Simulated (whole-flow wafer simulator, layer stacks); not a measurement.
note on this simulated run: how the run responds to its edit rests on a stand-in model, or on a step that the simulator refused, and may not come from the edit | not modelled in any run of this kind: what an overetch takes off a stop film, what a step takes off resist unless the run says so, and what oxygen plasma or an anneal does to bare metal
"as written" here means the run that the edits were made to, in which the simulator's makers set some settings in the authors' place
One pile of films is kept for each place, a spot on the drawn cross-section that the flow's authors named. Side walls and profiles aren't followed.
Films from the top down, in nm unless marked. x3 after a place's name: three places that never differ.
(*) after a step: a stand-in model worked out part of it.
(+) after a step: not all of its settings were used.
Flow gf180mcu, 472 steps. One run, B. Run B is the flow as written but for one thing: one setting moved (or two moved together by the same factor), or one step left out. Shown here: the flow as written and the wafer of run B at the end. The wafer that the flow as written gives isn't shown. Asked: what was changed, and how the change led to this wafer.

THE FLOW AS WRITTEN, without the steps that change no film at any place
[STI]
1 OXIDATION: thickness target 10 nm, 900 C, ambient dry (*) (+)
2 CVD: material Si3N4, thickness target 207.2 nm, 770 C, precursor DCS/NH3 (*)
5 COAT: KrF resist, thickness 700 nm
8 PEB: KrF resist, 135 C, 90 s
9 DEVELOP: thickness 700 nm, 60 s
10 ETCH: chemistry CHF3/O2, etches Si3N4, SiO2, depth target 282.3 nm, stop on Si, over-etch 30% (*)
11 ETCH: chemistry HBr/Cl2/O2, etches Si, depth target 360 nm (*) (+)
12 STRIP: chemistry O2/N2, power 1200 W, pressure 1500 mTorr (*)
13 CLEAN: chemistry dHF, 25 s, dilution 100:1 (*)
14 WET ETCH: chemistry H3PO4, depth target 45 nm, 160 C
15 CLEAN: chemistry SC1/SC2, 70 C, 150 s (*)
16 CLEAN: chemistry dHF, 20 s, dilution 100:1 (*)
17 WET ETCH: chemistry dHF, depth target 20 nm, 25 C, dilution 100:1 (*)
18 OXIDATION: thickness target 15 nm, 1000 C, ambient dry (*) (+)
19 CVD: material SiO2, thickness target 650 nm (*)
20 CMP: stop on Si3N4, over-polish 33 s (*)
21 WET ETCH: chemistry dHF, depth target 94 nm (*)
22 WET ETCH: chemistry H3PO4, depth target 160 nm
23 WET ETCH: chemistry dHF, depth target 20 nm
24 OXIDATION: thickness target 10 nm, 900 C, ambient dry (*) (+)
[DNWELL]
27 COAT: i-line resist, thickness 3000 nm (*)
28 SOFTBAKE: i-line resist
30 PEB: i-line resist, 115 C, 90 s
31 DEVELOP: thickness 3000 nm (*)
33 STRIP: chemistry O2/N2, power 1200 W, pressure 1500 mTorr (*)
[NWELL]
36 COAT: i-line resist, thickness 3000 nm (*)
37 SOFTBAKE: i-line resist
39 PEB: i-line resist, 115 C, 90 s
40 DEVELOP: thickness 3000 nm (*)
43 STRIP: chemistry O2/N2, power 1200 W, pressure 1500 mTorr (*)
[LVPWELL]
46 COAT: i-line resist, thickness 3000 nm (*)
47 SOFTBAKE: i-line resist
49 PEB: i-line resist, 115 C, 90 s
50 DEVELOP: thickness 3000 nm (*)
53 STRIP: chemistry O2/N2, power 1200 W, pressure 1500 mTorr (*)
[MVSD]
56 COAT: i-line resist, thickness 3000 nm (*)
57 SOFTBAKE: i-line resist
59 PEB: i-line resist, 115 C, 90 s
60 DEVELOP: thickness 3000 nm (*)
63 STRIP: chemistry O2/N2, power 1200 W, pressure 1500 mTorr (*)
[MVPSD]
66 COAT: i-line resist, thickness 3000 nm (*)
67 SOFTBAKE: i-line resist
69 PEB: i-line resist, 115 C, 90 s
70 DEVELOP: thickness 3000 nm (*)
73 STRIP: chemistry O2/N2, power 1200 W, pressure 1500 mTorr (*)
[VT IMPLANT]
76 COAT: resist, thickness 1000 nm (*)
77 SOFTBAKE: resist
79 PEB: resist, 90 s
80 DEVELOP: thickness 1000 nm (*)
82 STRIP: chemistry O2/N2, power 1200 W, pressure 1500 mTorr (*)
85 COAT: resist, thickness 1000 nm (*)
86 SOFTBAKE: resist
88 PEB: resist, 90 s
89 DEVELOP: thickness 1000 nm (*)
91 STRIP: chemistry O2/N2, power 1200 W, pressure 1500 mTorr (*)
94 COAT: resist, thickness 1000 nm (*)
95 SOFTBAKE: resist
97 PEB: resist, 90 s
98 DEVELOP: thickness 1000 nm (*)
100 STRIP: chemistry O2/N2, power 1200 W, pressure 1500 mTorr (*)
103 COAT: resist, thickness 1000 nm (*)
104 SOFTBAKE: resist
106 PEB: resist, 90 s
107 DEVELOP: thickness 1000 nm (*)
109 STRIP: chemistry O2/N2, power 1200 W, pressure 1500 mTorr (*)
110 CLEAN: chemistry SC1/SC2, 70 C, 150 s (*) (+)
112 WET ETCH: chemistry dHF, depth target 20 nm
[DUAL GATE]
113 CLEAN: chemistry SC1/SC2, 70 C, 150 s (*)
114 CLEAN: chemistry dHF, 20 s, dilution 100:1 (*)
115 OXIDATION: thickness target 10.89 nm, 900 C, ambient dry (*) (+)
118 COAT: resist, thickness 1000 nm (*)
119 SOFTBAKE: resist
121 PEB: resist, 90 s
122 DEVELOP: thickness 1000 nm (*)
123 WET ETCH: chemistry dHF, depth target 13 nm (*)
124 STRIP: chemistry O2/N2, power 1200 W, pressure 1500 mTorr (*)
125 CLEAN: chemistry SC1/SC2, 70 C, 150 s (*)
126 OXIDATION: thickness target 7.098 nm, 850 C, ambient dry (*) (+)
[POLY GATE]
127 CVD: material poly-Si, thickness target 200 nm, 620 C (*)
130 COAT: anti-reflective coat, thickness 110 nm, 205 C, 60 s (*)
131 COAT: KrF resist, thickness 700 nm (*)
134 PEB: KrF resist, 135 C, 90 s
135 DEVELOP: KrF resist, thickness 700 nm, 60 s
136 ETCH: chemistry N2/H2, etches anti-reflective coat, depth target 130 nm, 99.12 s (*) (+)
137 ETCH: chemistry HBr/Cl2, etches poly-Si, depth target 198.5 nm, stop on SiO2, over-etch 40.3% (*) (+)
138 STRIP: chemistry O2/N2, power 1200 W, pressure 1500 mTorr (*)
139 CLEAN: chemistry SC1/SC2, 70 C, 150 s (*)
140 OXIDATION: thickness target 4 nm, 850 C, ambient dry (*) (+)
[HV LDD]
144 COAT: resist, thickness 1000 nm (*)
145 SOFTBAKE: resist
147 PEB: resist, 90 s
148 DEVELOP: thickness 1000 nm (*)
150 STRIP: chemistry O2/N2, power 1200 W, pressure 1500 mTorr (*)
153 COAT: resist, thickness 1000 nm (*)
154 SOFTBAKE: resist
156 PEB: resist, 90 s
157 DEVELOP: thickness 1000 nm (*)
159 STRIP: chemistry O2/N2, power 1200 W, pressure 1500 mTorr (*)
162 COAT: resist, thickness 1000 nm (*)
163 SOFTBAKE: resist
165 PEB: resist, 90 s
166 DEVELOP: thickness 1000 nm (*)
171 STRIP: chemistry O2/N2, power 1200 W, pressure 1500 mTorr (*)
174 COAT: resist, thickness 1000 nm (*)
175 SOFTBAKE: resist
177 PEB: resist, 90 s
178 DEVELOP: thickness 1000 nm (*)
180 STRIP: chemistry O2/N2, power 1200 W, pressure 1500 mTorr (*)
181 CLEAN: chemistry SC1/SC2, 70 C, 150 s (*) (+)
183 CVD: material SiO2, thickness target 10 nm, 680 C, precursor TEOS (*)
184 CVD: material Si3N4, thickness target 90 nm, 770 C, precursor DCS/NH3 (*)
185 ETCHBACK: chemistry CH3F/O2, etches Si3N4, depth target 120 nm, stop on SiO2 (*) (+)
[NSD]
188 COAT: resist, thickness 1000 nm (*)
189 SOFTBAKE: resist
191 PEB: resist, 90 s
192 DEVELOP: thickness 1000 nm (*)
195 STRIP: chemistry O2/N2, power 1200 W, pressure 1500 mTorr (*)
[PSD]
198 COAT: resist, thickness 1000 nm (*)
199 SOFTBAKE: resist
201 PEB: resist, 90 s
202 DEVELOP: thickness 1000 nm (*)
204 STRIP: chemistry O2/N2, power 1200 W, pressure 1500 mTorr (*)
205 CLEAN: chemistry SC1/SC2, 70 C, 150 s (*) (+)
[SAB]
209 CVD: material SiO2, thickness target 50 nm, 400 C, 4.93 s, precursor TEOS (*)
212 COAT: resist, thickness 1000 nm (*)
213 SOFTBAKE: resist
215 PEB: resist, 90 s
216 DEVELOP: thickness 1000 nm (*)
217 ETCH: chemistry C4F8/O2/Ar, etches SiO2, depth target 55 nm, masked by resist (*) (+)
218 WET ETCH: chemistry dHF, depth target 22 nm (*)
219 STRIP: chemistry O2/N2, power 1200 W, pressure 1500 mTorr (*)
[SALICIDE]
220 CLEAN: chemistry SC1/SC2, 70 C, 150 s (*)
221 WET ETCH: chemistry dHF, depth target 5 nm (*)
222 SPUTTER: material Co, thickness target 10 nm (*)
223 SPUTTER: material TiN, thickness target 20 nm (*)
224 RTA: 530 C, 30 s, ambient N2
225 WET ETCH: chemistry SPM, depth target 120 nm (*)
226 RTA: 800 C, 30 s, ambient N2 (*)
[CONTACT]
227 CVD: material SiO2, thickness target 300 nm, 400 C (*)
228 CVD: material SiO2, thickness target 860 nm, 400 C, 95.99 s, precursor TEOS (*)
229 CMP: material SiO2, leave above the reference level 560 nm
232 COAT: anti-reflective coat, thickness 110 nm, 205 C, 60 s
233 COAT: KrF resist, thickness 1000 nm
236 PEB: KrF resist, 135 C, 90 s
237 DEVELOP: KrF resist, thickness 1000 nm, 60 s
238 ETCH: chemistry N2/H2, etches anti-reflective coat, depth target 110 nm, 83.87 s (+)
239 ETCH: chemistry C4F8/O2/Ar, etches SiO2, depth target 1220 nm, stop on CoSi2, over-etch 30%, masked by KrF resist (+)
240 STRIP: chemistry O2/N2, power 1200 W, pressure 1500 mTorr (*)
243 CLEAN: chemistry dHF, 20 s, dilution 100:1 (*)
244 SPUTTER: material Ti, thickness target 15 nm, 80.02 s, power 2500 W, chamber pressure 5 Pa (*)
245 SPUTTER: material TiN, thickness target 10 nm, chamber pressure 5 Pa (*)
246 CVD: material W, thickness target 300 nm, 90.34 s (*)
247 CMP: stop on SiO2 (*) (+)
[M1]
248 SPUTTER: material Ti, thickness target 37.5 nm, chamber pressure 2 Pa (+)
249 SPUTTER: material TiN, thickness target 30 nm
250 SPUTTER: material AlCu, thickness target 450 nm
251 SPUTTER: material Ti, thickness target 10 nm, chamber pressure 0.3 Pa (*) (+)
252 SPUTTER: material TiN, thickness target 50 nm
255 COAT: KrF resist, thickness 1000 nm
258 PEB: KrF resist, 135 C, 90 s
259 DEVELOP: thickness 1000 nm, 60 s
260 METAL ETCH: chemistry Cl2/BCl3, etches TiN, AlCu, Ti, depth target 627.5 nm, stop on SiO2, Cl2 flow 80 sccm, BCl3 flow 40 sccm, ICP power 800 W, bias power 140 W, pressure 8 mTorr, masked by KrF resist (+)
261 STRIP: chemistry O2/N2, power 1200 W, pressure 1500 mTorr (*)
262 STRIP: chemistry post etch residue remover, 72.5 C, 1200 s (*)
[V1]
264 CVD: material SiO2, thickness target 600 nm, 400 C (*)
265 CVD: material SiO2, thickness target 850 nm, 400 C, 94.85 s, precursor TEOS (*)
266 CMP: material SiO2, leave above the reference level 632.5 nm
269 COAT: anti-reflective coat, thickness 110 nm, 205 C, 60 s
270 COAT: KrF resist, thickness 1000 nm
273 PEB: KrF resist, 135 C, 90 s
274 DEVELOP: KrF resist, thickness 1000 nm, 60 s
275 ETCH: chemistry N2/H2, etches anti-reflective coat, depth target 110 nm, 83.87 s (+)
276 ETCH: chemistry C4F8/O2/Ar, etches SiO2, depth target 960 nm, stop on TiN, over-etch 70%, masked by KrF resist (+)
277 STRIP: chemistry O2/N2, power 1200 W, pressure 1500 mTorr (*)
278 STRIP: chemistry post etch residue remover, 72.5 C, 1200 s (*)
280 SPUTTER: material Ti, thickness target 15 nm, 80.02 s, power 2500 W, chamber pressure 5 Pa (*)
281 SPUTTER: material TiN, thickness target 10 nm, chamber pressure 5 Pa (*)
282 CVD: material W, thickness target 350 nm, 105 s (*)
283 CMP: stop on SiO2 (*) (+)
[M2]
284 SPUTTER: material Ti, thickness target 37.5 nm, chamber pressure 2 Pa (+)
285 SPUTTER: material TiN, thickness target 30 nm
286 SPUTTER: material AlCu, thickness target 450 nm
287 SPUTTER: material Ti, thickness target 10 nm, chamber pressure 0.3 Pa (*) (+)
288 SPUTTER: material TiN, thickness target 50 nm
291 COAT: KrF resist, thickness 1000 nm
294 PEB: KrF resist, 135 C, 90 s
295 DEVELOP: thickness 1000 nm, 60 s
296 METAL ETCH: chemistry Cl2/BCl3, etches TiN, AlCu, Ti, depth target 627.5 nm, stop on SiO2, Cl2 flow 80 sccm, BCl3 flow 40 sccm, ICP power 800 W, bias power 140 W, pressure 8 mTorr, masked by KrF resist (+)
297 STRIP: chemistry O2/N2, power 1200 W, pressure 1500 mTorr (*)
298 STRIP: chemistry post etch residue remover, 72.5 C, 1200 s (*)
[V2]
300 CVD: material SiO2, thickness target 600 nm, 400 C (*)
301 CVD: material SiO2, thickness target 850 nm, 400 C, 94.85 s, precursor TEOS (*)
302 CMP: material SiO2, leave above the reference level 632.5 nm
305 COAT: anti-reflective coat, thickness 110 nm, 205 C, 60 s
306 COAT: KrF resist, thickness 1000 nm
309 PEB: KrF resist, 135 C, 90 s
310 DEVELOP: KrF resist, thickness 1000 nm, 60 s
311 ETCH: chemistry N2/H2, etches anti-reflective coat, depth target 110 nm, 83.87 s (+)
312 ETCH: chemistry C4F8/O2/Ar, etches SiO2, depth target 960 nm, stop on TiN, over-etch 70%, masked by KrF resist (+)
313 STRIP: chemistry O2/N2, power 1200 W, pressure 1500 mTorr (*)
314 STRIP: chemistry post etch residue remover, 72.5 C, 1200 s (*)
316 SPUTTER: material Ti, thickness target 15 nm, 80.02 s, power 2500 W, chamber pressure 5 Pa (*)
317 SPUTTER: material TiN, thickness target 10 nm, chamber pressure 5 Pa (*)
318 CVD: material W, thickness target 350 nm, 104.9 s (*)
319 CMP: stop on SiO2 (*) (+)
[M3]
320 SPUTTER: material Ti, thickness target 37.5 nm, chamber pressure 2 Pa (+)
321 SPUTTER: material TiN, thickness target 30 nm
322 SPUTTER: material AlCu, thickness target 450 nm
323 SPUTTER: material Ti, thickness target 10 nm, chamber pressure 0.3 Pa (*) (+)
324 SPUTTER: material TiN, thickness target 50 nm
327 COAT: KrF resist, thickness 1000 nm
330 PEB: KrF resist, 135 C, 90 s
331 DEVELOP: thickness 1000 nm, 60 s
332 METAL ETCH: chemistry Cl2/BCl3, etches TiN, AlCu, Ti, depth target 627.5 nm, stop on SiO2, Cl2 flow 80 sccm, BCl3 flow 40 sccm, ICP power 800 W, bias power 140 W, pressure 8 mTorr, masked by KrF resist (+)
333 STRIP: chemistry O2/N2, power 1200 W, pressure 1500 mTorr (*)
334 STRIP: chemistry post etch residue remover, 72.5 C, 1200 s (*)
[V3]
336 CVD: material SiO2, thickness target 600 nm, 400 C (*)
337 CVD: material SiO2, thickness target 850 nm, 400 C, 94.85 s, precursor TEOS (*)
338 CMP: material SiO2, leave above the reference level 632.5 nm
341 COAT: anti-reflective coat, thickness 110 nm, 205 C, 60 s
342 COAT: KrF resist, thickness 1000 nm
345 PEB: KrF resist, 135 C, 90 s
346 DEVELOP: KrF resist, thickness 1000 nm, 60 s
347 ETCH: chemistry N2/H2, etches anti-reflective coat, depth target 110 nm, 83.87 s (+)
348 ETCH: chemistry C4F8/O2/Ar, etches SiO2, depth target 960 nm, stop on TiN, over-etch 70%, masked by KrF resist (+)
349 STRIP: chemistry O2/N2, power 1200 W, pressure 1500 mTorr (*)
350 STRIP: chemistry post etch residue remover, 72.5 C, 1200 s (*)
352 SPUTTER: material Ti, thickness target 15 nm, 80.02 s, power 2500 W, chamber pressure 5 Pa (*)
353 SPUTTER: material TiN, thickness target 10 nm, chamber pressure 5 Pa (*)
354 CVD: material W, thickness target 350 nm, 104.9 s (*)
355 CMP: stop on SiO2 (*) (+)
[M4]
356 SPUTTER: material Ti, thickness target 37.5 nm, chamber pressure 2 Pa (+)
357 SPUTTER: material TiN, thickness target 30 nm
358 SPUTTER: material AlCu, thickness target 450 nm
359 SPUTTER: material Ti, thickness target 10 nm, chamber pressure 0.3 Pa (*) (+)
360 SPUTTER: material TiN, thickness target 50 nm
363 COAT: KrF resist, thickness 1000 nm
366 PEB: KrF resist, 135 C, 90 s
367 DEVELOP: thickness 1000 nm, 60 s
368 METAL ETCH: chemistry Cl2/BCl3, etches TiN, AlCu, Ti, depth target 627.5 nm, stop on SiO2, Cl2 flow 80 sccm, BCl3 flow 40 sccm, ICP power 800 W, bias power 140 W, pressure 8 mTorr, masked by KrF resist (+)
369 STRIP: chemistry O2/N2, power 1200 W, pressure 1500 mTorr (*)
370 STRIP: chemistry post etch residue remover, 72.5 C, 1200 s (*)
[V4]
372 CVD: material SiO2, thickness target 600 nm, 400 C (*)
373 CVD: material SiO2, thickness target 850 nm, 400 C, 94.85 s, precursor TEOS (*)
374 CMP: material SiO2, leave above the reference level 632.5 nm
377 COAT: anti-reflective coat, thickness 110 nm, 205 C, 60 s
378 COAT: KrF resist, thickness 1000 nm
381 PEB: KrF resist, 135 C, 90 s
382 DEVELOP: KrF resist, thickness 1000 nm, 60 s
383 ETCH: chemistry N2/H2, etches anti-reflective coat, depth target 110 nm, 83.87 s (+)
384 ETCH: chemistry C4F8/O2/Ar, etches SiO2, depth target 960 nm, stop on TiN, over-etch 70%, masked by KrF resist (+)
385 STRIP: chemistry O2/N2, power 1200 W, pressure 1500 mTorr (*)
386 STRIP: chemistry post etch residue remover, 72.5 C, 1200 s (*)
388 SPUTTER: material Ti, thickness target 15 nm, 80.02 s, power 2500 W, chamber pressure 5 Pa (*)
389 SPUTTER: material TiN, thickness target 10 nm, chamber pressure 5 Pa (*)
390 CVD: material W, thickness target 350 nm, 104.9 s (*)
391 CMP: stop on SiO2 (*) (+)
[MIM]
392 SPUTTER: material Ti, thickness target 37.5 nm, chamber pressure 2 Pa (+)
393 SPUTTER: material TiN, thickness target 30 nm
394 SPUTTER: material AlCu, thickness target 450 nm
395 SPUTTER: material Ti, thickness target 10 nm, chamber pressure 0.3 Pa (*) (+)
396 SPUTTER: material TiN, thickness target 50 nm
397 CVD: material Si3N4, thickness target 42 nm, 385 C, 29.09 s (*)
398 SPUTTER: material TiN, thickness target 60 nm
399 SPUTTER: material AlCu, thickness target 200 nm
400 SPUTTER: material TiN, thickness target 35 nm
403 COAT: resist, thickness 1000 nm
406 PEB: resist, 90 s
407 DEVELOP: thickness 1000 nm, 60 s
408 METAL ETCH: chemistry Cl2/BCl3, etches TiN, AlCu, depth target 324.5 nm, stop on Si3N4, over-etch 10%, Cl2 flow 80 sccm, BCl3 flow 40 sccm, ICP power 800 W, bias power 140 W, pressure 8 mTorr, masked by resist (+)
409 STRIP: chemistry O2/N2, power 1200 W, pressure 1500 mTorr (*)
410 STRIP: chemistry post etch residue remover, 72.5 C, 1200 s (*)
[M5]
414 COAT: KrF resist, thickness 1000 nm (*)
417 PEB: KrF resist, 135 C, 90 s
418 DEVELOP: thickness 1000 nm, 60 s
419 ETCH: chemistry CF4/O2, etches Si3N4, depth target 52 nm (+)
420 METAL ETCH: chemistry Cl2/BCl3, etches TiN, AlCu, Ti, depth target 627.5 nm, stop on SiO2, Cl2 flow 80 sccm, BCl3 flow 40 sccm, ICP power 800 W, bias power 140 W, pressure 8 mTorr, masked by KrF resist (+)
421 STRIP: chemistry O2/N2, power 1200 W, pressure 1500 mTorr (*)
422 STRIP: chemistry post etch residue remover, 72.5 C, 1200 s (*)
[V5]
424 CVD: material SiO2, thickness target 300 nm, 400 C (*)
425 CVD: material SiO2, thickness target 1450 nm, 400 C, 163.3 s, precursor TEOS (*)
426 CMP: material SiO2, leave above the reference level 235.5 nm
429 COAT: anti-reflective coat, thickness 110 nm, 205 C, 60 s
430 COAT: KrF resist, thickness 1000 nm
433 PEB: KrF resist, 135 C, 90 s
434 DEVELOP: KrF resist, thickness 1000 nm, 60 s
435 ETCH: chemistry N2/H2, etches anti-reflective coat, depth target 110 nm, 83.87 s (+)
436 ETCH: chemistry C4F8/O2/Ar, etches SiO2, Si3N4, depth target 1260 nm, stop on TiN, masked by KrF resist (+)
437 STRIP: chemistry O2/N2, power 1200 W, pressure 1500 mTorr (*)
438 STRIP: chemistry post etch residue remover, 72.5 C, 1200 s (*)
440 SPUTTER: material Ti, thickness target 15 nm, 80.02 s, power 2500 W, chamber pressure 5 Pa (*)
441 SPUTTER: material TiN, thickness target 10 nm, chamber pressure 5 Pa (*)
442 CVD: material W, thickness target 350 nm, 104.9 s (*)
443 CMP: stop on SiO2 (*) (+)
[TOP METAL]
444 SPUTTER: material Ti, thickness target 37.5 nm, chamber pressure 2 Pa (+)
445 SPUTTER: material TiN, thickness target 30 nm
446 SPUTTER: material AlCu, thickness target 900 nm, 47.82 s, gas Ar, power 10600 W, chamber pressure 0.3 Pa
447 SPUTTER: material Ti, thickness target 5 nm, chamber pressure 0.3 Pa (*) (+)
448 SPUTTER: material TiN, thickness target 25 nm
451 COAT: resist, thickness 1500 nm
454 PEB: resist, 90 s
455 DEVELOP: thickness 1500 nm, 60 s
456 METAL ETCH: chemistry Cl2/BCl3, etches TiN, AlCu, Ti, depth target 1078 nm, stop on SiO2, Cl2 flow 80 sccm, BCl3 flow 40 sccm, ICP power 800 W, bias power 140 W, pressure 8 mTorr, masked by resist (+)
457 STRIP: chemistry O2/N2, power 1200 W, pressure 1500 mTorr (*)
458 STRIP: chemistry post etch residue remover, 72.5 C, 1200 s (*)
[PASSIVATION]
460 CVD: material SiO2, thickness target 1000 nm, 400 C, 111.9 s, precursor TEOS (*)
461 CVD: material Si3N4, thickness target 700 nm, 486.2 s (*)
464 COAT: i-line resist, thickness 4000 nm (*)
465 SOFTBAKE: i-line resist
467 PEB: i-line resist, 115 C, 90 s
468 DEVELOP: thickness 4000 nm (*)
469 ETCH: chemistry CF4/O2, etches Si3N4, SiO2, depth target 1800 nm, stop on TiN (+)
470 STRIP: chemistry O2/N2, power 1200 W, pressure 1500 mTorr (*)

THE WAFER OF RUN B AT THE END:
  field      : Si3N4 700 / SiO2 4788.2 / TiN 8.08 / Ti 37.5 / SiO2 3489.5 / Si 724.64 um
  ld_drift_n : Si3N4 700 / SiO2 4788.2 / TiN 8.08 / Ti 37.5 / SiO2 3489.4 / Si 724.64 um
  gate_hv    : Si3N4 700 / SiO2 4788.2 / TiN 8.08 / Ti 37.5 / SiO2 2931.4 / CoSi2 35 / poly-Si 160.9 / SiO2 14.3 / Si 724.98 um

The cause: step 321, SPUTTER: thickness target 36 nm was run, where the flow has thickness target 30 nm; step 322, SPUTTER: thickness target 540 nm was run, where the flow has thickness target 450 nm.

How the change led to this, step by step:
  321 SPUTTER: material TiN, thickness target 30 nm
      field, field__w1, field__w2 and 108 more: TiN +36 (new film) (as written it would be: TiN +30 (new film))
  322 SPUTTER: material AlCu, thickness target 450 nm
      field, field__w1, field__w2 and 108 more: AlCu +540 (new film) (as written it would be: AlCu +450 (new film))
  332 METAL ETCH: chemistry Cl2/BCl3, etches TiN, AlCu, Ti, depth target 627.5 nm, stop on SiO2, Cl2 flow 80 sccm, BCl3 flow 40 sccm, ICP power 800 W, bias power 140 W, pressure 8 mTorr, masked by KrF resist (+)
      field, field__w1, field__w2 and 103 more: TiN -50 (all of it), Ti -10 (all of it), AlCu -540 (all of it), TiN -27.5 (as written it would be: TiN -50 (all of it), Ti -10 (all of it), AlCu -450 (all of it), TiN -30 (all of it), Ti -37.5 (all of it))
  336 CVD: material SiO2, thickness target 600 nm, 400 C (*)
      field, field__w1, field__w2 and 103 more: SiO2 +600 (new film) (as written it would be: SiO2 +600)
  338 CMP: material SiO2, leave above the reference level 632.5 nm
      field, field__w1, field__w2 and 103 more: SiO2 -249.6 (as written it would be: SiO2 -300)
Counting metal films that touch as one body, field has 1 body; the flow as written gives 0 bodies.
Counting metal films that touch as one body, ld_drift_n has 1 body; the flow as written gives 0 bodies.
Counting metal films that touch as one body, gate_hv has 2 bodies (between them, from the top down: SiO2 2931.4); the flow as written gives 1 body.
